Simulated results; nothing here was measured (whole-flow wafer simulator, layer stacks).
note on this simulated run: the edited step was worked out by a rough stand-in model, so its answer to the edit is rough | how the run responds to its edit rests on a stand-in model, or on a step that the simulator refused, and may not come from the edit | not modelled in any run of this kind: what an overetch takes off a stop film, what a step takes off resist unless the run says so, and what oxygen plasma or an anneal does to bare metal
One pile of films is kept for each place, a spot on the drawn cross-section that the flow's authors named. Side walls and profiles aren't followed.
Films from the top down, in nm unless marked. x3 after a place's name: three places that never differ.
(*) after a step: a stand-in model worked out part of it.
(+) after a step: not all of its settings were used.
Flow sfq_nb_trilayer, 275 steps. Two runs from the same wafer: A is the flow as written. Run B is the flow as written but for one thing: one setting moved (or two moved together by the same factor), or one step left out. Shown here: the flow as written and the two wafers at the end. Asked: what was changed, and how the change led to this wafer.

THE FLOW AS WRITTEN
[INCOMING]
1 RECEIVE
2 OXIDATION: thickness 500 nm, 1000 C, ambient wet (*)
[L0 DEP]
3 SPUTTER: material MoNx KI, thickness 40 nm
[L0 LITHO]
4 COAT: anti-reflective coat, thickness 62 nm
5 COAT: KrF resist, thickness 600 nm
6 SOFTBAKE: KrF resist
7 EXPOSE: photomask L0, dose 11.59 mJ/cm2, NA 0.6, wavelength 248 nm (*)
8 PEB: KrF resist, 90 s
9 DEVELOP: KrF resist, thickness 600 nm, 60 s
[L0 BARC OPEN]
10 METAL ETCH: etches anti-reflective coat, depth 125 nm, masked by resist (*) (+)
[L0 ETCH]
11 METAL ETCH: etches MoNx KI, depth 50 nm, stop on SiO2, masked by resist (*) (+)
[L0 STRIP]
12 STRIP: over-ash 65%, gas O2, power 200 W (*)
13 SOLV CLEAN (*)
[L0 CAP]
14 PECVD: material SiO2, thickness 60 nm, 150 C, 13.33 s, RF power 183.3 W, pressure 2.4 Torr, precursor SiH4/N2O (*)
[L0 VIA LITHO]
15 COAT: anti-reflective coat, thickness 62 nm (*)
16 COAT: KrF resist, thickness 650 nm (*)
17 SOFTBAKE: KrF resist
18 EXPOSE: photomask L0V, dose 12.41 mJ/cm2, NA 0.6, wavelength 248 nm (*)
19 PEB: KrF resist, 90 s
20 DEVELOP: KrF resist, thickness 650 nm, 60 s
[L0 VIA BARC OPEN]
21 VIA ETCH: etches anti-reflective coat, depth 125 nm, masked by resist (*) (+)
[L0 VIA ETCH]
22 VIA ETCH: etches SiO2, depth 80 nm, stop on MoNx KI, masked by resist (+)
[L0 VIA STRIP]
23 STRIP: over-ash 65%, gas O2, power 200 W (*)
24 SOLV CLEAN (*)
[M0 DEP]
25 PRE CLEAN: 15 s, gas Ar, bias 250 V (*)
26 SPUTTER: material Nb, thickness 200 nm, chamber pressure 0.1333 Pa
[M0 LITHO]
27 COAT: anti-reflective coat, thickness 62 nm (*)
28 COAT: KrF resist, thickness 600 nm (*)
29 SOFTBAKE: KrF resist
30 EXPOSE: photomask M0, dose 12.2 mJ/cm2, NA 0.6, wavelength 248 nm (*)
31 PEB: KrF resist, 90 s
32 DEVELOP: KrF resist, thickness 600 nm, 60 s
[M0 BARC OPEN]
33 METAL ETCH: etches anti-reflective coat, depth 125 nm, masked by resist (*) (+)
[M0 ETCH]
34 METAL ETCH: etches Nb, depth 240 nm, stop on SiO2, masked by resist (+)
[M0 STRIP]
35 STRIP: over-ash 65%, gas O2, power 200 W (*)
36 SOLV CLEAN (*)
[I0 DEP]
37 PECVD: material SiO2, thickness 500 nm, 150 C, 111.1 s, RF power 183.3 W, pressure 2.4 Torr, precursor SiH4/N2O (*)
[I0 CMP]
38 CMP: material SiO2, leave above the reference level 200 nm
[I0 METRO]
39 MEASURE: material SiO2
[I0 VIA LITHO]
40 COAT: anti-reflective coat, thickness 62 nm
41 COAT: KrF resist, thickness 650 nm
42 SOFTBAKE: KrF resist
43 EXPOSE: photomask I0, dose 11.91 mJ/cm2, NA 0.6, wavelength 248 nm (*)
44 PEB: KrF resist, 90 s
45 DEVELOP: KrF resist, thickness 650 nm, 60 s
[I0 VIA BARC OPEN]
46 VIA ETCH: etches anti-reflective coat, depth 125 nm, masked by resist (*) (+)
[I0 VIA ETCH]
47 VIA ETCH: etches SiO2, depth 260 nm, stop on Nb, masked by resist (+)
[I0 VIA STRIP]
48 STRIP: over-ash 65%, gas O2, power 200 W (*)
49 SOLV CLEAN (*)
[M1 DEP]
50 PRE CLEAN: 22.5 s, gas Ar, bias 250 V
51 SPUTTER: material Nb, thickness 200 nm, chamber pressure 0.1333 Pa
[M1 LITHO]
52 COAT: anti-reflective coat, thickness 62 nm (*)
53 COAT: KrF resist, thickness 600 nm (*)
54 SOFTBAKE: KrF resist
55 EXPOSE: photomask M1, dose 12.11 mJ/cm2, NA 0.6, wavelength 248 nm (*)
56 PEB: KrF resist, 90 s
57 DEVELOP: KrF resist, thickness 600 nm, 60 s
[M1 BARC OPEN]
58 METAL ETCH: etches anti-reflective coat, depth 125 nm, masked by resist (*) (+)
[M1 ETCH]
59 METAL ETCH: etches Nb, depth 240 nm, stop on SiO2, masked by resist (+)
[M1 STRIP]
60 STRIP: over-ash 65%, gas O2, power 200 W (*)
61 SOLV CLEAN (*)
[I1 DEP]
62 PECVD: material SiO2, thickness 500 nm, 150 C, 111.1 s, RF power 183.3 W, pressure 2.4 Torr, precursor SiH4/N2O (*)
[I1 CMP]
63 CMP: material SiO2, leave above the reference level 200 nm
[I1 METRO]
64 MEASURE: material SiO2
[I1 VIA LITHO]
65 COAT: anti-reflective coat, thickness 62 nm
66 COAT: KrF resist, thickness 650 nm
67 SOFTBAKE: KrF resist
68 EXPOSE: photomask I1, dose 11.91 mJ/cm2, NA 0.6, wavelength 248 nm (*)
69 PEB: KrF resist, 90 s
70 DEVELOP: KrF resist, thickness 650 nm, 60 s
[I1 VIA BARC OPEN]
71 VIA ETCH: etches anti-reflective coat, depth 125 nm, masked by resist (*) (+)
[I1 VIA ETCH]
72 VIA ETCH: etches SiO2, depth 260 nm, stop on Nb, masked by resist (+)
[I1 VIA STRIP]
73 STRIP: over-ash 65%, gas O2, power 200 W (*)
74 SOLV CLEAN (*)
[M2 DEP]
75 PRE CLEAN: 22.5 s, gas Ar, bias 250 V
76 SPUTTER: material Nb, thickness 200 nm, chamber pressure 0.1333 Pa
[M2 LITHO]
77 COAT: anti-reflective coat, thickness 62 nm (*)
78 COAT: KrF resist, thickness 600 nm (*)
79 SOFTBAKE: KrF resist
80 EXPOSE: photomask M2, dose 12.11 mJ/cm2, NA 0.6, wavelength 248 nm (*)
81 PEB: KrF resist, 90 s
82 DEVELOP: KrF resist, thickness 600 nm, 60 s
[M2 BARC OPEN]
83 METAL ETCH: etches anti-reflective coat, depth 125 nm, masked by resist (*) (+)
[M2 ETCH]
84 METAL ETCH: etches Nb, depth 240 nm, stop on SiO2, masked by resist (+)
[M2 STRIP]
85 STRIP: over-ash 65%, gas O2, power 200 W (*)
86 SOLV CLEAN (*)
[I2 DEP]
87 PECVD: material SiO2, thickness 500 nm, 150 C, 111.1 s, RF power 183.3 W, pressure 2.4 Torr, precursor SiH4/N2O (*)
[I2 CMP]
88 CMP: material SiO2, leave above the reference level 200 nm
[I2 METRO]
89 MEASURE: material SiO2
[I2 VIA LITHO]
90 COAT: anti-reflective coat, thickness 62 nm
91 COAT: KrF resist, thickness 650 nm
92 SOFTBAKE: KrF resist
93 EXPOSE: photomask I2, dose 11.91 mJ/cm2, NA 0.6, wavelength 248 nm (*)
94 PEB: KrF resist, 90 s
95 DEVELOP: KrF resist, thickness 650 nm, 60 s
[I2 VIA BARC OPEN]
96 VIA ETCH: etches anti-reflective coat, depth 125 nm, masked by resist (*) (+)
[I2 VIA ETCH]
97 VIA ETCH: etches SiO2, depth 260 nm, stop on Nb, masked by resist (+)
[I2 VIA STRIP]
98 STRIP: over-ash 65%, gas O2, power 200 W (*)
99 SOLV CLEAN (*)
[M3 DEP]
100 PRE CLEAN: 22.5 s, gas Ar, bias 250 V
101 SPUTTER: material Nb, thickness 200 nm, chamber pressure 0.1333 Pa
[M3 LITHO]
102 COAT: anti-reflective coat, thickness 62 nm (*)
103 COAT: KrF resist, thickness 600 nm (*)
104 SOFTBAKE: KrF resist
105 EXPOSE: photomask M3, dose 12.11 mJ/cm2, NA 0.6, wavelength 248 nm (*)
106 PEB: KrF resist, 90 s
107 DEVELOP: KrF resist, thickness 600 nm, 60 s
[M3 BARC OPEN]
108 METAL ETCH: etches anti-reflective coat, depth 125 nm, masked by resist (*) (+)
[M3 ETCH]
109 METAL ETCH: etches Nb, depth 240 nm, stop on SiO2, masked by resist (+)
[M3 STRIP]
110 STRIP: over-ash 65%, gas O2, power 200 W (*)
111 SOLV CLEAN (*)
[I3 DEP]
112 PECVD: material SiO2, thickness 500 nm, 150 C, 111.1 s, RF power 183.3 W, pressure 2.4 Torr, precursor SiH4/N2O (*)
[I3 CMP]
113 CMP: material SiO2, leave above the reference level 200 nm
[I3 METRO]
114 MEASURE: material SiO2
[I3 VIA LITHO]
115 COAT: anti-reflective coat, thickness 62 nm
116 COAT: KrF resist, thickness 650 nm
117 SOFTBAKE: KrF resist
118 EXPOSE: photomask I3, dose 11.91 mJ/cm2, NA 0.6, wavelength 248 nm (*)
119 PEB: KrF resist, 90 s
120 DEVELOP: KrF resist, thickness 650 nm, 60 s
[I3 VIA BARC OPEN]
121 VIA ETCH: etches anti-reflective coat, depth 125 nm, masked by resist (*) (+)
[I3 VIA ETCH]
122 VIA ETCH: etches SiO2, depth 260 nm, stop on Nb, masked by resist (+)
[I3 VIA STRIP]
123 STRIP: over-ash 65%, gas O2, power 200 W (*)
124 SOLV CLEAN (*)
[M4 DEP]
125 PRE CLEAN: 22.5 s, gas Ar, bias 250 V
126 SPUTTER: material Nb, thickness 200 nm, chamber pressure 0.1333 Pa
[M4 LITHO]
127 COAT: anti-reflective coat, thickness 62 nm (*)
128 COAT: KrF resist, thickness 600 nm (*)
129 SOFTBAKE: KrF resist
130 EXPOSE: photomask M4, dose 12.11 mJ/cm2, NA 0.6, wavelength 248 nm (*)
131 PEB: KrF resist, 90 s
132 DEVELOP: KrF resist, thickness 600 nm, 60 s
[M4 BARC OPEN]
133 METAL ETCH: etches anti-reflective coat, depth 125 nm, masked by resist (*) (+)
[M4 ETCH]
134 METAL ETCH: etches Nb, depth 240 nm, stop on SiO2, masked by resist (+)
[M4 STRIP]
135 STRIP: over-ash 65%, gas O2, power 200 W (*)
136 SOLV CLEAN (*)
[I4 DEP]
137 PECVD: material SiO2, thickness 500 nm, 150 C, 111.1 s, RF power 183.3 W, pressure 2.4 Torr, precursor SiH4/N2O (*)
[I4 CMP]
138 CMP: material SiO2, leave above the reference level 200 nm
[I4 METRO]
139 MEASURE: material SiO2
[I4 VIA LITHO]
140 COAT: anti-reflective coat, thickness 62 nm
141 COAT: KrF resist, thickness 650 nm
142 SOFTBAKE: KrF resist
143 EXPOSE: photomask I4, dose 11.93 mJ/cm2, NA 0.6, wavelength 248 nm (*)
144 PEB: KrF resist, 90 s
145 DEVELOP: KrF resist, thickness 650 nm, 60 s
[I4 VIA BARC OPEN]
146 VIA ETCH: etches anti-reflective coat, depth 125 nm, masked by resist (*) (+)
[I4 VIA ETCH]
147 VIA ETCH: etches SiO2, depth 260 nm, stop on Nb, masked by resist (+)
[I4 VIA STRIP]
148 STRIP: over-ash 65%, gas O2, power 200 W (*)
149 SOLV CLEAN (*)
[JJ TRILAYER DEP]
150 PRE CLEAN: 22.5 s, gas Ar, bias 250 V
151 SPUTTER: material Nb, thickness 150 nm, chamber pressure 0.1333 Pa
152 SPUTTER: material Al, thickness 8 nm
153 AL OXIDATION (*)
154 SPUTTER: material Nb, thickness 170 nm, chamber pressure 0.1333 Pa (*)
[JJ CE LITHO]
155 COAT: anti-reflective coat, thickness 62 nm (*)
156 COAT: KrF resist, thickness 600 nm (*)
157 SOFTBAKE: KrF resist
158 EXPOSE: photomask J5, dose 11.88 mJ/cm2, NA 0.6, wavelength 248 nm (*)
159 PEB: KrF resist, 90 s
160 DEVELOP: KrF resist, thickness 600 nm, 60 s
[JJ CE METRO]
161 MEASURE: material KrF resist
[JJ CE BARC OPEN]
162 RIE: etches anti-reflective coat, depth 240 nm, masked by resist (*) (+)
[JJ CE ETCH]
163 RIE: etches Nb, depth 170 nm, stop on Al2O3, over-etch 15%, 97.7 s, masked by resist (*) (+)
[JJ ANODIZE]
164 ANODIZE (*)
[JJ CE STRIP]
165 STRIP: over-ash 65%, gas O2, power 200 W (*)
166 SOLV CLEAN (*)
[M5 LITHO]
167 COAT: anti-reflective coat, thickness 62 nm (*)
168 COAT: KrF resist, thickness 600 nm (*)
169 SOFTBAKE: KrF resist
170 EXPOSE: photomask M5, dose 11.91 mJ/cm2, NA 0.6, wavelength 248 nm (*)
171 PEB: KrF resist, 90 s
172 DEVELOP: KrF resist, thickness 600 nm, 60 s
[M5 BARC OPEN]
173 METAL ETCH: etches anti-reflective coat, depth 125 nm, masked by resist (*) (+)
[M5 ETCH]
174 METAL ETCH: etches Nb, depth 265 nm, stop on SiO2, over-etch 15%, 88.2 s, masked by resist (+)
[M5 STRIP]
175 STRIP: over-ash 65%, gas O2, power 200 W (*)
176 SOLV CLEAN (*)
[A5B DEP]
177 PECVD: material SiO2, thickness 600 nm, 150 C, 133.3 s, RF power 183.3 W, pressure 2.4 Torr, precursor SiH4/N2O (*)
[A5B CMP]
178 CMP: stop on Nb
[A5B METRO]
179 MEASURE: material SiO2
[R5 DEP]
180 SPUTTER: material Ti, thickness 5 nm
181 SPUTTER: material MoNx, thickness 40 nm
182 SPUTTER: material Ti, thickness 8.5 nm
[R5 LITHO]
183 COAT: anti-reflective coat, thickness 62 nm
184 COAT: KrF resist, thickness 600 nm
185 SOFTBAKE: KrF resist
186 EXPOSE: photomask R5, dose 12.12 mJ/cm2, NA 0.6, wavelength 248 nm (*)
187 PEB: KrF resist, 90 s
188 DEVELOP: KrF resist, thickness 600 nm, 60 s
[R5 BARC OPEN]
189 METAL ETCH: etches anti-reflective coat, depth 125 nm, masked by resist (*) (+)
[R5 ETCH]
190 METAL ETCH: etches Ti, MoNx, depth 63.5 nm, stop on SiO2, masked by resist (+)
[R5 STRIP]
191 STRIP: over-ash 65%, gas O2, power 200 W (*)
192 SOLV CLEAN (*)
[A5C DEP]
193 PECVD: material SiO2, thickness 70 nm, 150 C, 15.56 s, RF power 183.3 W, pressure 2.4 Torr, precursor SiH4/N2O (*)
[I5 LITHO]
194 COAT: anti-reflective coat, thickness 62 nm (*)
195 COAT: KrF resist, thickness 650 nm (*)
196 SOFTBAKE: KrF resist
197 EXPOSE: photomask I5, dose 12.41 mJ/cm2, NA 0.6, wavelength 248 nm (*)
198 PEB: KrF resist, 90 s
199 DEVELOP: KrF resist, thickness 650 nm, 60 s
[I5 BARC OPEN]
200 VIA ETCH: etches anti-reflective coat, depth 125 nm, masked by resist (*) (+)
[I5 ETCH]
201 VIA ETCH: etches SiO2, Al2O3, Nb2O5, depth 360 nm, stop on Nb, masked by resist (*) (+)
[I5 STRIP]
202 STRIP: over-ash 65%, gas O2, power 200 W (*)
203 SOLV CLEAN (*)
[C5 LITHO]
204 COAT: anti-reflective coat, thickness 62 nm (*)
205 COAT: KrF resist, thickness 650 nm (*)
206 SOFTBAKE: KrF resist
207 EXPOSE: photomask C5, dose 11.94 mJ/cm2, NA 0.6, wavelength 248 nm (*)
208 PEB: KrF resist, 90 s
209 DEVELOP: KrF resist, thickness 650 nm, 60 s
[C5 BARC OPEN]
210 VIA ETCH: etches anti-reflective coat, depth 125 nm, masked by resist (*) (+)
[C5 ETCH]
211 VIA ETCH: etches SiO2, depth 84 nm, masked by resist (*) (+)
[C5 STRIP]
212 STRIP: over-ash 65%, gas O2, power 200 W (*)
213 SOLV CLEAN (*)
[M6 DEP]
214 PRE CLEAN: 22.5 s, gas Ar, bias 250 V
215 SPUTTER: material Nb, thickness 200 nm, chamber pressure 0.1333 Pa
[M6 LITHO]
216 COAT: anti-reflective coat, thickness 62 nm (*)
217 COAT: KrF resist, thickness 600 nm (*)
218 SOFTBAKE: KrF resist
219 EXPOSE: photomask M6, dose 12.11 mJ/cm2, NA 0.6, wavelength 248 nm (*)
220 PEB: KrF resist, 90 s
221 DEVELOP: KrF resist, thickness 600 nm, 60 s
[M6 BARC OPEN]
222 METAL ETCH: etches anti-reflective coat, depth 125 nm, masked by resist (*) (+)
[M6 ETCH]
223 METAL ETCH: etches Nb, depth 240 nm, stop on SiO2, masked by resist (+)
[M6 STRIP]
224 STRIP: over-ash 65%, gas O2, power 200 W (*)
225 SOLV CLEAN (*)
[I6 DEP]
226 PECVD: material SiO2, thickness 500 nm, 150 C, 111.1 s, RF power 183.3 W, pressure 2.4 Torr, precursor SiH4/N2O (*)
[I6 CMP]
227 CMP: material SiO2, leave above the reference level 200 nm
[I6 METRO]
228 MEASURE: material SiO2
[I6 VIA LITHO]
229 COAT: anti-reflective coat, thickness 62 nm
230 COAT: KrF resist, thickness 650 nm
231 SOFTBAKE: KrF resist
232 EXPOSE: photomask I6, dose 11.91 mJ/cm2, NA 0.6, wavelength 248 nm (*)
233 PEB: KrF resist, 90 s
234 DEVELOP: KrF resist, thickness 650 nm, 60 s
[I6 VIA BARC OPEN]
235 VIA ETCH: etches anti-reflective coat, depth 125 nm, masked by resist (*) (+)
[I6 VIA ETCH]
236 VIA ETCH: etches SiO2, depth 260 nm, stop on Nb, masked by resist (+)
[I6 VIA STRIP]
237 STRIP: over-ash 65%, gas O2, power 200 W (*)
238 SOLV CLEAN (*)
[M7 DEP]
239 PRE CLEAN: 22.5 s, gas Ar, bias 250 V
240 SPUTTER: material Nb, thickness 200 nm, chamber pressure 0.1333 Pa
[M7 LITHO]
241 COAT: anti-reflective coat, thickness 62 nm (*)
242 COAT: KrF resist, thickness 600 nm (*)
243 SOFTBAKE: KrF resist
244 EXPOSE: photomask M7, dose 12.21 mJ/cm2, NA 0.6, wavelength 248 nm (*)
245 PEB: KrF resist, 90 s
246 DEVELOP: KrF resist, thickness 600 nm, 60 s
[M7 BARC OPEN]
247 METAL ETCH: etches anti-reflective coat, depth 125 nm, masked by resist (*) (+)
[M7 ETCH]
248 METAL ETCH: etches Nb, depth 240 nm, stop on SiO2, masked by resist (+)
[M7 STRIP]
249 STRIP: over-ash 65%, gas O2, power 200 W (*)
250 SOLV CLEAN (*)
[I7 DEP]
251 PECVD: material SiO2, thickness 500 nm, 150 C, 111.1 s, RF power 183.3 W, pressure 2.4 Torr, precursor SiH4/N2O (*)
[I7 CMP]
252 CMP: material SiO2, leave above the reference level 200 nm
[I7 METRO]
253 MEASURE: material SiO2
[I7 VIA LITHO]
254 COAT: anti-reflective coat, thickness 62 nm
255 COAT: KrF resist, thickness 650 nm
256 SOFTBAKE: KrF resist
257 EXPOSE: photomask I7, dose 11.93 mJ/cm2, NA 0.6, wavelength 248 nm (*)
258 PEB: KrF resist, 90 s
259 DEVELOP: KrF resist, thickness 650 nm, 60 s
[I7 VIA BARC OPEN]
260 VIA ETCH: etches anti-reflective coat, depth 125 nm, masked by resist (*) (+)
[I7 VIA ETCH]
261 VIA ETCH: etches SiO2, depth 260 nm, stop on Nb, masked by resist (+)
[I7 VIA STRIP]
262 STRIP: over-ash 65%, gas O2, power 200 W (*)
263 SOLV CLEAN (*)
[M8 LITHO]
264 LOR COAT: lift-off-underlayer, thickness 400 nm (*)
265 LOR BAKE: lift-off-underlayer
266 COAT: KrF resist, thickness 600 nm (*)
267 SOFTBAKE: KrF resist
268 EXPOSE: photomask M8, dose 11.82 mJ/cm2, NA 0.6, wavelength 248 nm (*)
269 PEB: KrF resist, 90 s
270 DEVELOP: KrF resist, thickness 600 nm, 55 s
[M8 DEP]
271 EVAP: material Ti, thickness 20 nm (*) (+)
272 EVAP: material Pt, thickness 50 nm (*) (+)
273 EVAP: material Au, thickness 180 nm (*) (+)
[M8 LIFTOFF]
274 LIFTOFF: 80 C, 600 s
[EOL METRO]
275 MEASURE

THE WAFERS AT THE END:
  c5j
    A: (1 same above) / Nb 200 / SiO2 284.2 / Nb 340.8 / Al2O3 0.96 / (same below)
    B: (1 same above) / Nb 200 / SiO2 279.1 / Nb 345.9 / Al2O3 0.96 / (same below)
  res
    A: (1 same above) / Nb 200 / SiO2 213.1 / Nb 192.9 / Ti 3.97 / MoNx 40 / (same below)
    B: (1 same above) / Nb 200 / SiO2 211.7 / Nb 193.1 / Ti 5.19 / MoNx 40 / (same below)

The cause: step 211, VIA ETCH: depth 66.4 nm was run, where the flow has depth 84 nm.

How the change led to this, step by step:
  211 VIA ETCH: etches SiO2, depth 84 nm, masked by resist (*) (+)
      c5j: A SiO2 -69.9 (all of it), Nb -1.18 | B SiO2 -66.4
      res: A SiO2 -69.9 (all of it) | B SiO2 -66.4
      (and at 104 more places)
  214 PRE CLEAN: 22.5 s, gas Ar, bias 250 V
      c5j: A Nb -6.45 | B SiO2 -3.49 (all of it), Nb -3.9
      res: A Ti -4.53 | B SiO2 -3.46 (all of it), Ti -3.31
  216 COAT: anti-reflective coat, thickness 62 nm (*)
      ce_l: A anti-reflective coat +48 (new film) | B anti-reflective coat +49 (new film)
      c5j: A anti-reflective coat +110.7 (new film) | B anti-reflective coat +108 (new film)
  224 STRIP: over-ash 65%, gas O2, power 200 W (*)
      ce_l: A KrF resist -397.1 (all of it), anti-reflective coat -48 (all of it) | B KrF resist -396.5 (all of it), anti-reflective coat -49 (all of it)
      c5j: A KrF resist -418.3 (all of it), anti-reflective coat -110.7 (all of it) | B KrF resist -416.3 (all of it), anti-reflective coat -108 (all of it)
